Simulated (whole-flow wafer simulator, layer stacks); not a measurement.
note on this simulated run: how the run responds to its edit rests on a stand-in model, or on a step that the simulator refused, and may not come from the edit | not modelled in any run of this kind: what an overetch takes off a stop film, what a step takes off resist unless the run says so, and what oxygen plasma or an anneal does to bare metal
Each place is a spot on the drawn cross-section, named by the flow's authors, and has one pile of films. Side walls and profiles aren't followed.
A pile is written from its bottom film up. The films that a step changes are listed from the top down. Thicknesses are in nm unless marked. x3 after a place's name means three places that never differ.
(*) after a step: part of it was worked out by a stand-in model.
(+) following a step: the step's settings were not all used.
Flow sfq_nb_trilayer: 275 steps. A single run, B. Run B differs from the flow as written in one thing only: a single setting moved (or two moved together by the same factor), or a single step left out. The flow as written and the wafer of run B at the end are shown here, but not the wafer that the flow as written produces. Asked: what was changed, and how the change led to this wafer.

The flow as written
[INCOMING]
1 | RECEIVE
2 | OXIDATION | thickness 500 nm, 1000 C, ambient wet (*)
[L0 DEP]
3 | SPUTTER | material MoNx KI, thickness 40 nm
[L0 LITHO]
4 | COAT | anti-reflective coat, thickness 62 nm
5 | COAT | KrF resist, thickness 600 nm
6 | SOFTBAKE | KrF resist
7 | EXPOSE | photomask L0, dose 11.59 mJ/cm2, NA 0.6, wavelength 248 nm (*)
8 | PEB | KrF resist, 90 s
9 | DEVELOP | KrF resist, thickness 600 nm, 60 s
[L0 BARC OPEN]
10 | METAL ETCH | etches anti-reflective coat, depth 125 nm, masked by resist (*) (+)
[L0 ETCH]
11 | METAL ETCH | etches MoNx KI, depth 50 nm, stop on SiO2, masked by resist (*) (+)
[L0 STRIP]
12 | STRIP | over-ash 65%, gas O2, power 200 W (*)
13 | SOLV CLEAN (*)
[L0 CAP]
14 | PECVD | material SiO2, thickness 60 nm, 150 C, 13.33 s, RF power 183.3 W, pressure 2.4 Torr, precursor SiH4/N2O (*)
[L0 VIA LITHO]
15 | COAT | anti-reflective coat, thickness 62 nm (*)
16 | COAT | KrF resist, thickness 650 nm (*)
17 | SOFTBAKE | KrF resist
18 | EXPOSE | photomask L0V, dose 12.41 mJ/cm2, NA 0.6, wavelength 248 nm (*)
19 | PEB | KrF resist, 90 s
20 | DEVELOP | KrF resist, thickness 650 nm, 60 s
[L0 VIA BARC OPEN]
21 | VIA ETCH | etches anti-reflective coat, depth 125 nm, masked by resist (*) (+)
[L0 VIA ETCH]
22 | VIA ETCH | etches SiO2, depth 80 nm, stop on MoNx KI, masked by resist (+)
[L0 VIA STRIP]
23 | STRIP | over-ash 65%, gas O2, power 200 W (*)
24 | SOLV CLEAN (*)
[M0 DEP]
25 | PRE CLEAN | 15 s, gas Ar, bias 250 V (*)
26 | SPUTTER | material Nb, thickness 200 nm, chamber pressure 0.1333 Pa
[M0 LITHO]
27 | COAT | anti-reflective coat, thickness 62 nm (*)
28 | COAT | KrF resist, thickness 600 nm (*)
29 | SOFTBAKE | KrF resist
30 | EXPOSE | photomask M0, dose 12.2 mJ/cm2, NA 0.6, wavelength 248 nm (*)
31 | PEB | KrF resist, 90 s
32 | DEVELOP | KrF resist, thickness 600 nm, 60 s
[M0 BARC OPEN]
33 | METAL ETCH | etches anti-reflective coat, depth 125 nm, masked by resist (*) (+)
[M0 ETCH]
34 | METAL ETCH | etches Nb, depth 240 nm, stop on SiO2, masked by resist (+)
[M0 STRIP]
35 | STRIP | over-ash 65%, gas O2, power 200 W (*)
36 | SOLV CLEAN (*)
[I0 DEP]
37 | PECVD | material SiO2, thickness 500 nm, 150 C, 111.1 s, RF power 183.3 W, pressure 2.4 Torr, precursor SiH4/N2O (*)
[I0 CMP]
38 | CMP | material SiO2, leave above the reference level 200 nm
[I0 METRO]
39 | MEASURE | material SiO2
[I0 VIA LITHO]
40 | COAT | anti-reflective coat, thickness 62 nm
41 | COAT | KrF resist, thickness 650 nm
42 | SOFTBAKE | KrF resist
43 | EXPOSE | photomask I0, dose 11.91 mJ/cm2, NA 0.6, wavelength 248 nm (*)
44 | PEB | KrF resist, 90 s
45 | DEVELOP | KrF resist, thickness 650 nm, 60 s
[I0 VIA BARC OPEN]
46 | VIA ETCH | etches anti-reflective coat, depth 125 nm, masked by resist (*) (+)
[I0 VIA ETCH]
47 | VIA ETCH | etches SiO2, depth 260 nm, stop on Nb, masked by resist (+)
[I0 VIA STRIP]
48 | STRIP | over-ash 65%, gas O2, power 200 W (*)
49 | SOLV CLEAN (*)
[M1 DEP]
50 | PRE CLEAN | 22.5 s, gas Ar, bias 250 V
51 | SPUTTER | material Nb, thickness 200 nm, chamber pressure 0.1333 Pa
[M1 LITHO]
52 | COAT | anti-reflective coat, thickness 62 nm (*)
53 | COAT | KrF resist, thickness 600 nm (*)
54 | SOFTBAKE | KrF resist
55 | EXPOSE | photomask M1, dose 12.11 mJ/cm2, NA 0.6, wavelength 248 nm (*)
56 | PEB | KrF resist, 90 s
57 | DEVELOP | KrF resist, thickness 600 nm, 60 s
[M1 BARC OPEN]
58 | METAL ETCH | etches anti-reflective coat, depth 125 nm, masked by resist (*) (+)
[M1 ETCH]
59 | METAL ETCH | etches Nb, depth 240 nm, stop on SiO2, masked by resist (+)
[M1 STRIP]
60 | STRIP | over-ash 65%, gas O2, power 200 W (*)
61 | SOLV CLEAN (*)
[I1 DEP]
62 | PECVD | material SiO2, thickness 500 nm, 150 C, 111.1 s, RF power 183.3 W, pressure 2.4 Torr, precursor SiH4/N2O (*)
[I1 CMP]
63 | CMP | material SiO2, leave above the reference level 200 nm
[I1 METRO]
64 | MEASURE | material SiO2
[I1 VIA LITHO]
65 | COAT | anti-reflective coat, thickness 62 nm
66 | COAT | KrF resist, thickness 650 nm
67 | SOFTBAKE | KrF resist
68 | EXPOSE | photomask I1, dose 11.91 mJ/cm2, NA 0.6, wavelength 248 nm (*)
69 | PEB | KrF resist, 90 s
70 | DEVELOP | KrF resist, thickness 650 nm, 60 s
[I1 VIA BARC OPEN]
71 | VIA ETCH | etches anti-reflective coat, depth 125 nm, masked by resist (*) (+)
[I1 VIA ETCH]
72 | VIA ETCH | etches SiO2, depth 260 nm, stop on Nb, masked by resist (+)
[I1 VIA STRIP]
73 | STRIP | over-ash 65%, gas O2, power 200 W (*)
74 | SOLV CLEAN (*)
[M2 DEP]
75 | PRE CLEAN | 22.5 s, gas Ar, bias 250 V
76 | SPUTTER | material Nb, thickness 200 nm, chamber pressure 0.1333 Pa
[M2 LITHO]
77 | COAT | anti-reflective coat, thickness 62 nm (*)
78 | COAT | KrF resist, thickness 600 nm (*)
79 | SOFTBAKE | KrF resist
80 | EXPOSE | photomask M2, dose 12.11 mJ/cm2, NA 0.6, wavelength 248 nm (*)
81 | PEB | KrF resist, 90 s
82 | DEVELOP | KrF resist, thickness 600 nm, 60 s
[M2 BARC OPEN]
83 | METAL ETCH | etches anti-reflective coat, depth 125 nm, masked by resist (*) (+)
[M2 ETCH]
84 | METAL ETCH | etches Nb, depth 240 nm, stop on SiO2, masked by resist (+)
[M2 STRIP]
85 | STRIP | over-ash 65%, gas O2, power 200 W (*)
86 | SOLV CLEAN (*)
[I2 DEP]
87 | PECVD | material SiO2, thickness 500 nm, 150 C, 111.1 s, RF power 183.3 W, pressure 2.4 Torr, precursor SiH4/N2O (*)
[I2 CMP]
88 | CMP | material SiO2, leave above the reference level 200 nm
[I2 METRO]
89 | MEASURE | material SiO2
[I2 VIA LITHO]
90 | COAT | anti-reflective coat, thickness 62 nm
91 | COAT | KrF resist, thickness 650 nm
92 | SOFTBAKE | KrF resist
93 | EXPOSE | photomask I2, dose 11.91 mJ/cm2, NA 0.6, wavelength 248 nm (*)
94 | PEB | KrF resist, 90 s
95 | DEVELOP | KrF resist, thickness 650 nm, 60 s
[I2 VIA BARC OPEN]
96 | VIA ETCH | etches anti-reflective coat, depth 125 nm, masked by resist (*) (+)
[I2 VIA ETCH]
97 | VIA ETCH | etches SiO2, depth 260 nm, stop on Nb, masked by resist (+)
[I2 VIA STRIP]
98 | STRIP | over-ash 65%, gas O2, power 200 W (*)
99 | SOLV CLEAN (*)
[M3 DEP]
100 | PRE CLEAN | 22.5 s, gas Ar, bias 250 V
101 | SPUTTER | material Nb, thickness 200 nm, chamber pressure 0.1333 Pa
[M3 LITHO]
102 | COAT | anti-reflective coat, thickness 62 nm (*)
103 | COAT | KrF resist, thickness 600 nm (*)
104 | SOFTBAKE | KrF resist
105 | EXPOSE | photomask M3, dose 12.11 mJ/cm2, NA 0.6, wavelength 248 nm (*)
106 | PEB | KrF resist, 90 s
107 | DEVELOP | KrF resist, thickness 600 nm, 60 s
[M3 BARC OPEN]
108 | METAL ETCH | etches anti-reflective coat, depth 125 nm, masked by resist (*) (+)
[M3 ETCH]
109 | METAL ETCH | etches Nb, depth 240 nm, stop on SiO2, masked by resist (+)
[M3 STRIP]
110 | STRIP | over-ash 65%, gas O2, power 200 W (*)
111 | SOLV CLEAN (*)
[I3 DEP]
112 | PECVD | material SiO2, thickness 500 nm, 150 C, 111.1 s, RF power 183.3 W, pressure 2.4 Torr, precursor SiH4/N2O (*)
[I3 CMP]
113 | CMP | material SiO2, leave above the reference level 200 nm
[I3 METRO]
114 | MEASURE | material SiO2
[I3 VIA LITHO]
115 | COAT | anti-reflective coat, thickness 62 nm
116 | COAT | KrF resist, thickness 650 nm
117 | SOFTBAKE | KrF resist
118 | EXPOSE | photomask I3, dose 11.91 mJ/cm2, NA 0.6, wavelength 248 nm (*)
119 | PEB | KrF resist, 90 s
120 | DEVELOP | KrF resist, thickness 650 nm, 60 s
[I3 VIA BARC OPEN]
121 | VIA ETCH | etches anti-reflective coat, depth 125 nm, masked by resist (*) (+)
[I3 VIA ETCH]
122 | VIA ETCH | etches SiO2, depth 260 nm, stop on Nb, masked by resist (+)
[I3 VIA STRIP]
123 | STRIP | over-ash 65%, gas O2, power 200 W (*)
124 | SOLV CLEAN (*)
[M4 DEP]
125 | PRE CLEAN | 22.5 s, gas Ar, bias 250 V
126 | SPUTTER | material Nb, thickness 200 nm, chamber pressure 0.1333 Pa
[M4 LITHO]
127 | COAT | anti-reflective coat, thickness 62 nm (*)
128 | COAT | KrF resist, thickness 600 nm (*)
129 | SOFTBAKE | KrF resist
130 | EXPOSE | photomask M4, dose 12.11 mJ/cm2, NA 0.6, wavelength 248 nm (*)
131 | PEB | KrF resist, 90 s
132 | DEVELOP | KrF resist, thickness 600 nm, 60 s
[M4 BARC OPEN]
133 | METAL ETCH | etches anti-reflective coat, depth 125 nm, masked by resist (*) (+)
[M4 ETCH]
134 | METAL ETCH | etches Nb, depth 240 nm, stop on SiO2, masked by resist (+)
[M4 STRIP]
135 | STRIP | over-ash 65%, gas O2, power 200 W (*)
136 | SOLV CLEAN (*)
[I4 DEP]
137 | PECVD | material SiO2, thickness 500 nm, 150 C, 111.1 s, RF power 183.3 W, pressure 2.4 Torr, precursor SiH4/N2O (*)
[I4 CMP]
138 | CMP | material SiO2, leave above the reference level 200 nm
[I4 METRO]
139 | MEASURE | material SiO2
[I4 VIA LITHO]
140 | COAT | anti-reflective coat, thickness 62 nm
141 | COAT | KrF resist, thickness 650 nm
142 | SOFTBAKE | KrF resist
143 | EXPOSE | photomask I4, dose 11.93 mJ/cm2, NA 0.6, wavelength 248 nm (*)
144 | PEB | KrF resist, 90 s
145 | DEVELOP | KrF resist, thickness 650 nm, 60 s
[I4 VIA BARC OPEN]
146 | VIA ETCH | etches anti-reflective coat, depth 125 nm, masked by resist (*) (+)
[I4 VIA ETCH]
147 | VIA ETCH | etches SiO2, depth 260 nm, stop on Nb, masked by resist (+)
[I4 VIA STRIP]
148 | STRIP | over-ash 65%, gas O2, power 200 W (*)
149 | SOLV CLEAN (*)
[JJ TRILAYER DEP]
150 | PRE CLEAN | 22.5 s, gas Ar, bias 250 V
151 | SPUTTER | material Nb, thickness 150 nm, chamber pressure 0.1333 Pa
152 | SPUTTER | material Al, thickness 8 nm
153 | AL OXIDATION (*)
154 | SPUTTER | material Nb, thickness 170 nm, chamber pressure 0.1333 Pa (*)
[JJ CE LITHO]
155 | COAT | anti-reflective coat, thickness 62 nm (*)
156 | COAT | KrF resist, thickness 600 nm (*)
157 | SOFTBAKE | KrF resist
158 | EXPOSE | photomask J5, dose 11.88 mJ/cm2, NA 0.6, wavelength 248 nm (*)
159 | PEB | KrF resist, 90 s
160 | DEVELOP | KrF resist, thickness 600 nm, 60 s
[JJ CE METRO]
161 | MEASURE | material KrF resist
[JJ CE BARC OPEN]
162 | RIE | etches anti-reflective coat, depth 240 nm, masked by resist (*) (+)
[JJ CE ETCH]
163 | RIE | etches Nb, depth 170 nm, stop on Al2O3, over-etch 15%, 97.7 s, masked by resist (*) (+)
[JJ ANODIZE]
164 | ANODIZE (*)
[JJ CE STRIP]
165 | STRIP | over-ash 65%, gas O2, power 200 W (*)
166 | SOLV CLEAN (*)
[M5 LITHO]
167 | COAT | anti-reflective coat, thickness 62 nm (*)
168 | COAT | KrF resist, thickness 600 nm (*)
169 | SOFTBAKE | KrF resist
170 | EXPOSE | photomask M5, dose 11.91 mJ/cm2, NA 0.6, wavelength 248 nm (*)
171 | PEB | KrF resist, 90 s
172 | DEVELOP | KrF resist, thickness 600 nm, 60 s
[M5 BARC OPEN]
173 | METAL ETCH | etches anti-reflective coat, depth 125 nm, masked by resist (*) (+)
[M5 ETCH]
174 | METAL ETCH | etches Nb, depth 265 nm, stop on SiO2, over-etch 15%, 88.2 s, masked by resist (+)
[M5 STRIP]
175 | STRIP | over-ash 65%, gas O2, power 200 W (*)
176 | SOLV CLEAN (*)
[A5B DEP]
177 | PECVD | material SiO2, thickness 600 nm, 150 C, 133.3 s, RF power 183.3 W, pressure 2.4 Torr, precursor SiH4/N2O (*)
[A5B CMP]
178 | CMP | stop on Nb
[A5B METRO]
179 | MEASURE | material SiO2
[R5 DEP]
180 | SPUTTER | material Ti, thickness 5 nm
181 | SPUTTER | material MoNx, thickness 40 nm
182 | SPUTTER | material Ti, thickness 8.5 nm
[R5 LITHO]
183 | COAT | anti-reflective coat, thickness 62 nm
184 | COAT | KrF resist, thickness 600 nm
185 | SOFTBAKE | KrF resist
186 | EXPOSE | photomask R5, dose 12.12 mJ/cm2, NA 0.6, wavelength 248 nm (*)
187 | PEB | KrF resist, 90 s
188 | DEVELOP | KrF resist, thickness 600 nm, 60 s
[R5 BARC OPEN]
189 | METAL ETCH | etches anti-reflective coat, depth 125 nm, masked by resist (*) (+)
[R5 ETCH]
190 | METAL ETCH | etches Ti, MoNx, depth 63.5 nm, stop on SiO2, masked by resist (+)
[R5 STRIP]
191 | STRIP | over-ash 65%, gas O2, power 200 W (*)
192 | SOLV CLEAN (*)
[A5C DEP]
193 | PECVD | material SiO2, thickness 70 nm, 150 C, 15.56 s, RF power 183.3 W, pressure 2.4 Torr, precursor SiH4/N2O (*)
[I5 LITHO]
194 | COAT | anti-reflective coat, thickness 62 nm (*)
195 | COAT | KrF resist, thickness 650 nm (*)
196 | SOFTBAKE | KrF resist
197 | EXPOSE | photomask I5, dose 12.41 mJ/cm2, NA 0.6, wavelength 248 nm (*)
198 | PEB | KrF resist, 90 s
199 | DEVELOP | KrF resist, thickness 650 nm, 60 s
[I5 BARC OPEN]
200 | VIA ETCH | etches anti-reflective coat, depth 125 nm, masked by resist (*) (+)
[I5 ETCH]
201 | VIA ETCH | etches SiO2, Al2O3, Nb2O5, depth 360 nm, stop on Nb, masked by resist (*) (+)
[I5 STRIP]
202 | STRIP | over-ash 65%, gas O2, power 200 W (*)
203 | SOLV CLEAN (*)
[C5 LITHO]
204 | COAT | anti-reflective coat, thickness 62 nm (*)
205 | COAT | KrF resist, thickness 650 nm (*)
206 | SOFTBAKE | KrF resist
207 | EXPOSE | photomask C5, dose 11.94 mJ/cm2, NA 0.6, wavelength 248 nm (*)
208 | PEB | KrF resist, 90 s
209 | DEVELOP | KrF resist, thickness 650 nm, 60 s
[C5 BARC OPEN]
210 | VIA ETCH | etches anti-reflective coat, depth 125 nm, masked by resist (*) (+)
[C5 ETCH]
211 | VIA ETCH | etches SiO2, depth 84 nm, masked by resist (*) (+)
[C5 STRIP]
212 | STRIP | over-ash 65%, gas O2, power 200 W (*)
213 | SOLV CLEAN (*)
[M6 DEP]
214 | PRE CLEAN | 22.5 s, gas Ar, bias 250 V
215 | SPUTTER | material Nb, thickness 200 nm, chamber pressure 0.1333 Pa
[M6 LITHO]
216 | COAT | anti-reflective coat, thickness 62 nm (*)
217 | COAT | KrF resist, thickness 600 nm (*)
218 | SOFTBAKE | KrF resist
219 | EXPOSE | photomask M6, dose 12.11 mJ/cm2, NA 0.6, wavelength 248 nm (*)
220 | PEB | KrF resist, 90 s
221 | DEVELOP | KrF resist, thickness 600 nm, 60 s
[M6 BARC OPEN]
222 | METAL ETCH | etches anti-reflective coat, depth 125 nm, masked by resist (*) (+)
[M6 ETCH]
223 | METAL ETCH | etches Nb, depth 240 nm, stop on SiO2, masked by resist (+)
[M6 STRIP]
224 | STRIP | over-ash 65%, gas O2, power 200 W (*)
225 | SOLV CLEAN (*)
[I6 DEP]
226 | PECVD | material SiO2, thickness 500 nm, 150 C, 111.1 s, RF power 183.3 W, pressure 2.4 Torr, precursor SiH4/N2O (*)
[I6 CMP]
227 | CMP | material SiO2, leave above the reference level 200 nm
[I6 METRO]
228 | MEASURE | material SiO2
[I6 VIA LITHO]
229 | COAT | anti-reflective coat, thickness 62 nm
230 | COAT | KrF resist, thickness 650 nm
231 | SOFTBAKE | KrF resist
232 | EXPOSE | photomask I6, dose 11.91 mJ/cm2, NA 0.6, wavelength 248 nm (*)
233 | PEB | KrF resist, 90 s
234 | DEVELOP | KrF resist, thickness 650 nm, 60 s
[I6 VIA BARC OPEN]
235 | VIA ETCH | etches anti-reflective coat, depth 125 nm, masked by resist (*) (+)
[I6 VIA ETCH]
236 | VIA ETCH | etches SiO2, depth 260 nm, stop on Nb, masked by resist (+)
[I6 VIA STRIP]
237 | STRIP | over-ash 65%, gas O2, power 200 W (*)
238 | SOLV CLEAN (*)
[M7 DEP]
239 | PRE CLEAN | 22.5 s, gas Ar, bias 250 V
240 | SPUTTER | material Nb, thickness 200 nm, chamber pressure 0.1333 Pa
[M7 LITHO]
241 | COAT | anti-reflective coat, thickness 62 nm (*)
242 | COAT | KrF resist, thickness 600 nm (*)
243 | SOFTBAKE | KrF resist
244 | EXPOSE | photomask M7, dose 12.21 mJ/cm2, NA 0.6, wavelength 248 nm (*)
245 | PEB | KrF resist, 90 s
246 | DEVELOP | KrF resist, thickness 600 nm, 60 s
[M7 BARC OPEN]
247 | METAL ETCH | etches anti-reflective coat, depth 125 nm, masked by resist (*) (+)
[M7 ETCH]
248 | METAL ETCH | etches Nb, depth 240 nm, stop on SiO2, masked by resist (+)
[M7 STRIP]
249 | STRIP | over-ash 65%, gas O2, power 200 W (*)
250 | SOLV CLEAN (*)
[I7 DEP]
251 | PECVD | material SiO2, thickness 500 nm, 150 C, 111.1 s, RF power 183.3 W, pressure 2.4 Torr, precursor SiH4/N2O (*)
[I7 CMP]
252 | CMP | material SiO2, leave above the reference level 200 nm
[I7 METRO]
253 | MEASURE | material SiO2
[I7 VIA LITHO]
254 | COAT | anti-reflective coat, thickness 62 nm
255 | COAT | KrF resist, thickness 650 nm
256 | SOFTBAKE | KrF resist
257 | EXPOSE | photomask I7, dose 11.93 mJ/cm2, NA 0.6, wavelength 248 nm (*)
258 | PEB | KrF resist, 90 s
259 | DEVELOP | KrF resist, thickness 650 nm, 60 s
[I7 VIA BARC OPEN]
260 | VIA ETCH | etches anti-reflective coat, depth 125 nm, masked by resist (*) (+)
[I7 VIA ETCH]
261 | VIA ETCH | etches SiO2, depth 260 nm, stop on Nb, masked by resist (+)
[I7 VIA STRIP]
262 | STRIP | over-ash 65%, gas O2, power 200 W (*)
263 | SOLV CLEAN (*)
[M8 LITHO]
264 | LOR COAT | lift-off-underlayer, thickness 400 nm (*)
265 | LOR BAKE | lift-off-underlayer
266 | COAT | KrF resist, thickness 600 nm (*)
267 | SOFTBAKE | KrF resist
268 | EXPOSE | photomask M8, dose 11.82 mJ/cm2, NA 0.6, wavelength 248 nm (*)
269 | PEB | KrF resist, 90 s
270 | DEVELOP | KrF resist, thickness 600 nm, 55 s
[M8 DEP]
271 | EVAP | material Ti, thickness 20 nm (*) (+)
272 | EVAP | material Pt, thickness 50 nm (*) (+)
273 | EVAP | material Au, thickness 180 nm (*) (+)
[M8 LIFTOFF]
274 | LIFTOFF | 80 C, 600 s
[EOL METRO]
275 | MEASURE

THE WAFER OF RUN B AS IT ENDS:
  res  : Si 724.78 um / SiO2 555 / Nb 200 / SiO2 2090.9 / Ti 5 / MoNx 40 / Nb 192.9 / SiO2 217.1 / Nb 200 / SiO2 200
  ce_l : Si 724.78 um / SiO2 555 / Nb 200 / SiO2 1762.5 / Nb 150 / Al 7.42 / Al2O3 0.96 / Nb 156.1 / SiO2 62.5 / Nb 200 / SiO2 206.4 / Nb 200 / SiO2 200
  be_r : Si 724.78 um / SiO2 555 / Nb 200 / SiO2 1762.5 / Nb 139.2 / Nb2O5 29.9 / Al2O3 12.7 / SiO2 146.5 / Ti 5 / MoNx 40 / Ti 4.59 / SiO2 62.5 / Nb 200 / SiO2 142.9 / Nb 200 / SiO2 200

Cause: step 182, SPUTTER: thickness 4.59 nm was run, while the flow as written has thickness 8.5 nm.
One can read it off the wafer: be_r has Ti 4.59, and step 182 as written asks for 8.5 nm.

How this came from the change, step by step:
  182 | SPUTTER | material Ti, thickness 8.5 nm
      field_l, v_sur, via_wl and 103 more: Ti gains 4.59 (new film) (as written it would have been: Ti gains 8.5 (new film))
  190 | METAL ETCH | etches Ti, MoNx, depth 63.5 nm, stop on SiO2, masked by resist (+)
      field_l, v_sur, via_wl and 92 more: Ti loses 4.59 (all of it), MoNx loses 40 (all of it), Ti loses 5 (all of it) (as written it would have been: Ti loses 8.5 (all of it), MoNx loses 40 (all of it), Ti loses 5 (all of it))
      ce_l, c5j, ce_r, wl_jj: Ti loses 4.59 (all of it), MoNx loses 40 (all of it), Ti loses 5 (all of it), Nb loses 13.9 (as written it would have been: Ti loses 8.5 (all of it), MoNx loses 40 (all of it), Ti loses 5 (all of it), Nb loses 10)
  194 | COAT | anti-reflective coat, thickness 62 nm (*)
      r5r_spacepad_l, r5r_spacepad_r: anti-reflective coat gains 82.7 (new film) (as written it would have been: anti-reflective coat gains 84.4 (new film))
      ce_l: anti-reflective coat gains 68.9 (new film) (as written it would have been: anti-reflective coat gains 67.2 (new film))
      (also at 2 further places)
  202 | STRIP | over-ash 65%, gas O2, power 200 W (*)
      r5r_spacepad_l, r5r_spacepad_r: KrF resist loses 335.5 (all of it), anti-reflective coat loses 82.7 (all of it) (as written it would have been: KrF resist loses 335.6 (all of it), anti-reflective coat loses 84.4 (all of it))
      ce_l: KrF resist loses 342.5 (all of it), anti-reflective coat loses 68.9 (all of it) (as written it would have been: KrF resist loses 341.5 (all of it), anti-reflective coat loses 67.2 (all of it))
      (also at 2 further places)
  204 | COAT | anti-reflective coat, thickness 62 nm (*)
      r5r_spacepad_l, r5r_spacepad_r: anti-reflective coat gains 82.7 (new film) (as written it would have been: anti-reflective coat gains 84.4 (new film))
      ce_l: anti-reflective coat gains 67.7 (new film) (as written it would have been: anti-reflective coat gains 66 (new film))
      (also at 2 further places)
  212 | STRIP | over-ash 65%, gas O2, power 200 W (*)
      r5r_spacepad_l, r5r_spacepad_r: KrF resist loses 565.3 (all of it), anti-reflective coat loses 82.7 (all of it) (as written it would have been: KrF resist loses 565.8 (all of it), anti-reflective coat loses 84.4 (all of it))
      ce_l: KrF resist loses 568.2 (all of it), anti-reflective coat loses 67.7 (all of it) (as written it would have been: KrF resist loses 567.4 (all of it), anti-reflective coat loses 66 (all of it))
      (also at 2 further places)
  214 | PRE CLEAN | 22.5 s, gas Ar, bias 250 V
      res: Ti loses 4.59 (all of it) (as written it would have been: Ti loses 4.53)
  216 | COAT | anti-reflective coat, thickness 62 nm (*)
      r5r_spacepad_l, r5r_spacepad_r: anti-reflective coat gains 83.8 (new film) (as written it would have been: anti-reflective coat gains 85.7 (new film))
      ce_l: anti-reflective coat gains 49.2 (new film) (as written it would have been: anti-reflective coat gains 48 (new film))
      (also at 2 further places)
  222 | METAL ETCH | etches anti-reflective coat, depth 125 nm, masked by resist (*) (+)
      r5r_spacepad_l, r5r_spacepad_r: anti-reflective coat loses 83.8 (all of it) (as written it would have been: anti-reflective coat loses 85.7 (all of it))
  224 | STRIP | over-ash 65%, gas O2, power 200 W (*)
      ce_l: KrF resist loses 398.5 (all of it), anti-reflective coat loses 49.2 (all of it) (as written it would have been: KrF resist loses 397.1 (all of it), anti-reflective coat loses 48 (all of it))
      ce_r: KrF resist loses 404.5 (all of it), anti-reflective coat loses 50 (all of it) (as written it would have been: KrF resist loses 403.5 (all of it), anti-reflective coat loses 48.8 (all of it))
      (also at 1 further place)
  227 | CMP | material SiO2, leave above the reference level 200 nm
      r5r_line_l, r5r_line_c, r5r_line_r: SiO2 loses 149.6 (as written it would have been: SiO2 loses 153.5)
      r5r_spacepad_l, r5r_spacepad_r: SiO2 loses 147.1 (as written it would have been: SiO2 loses 153.5)
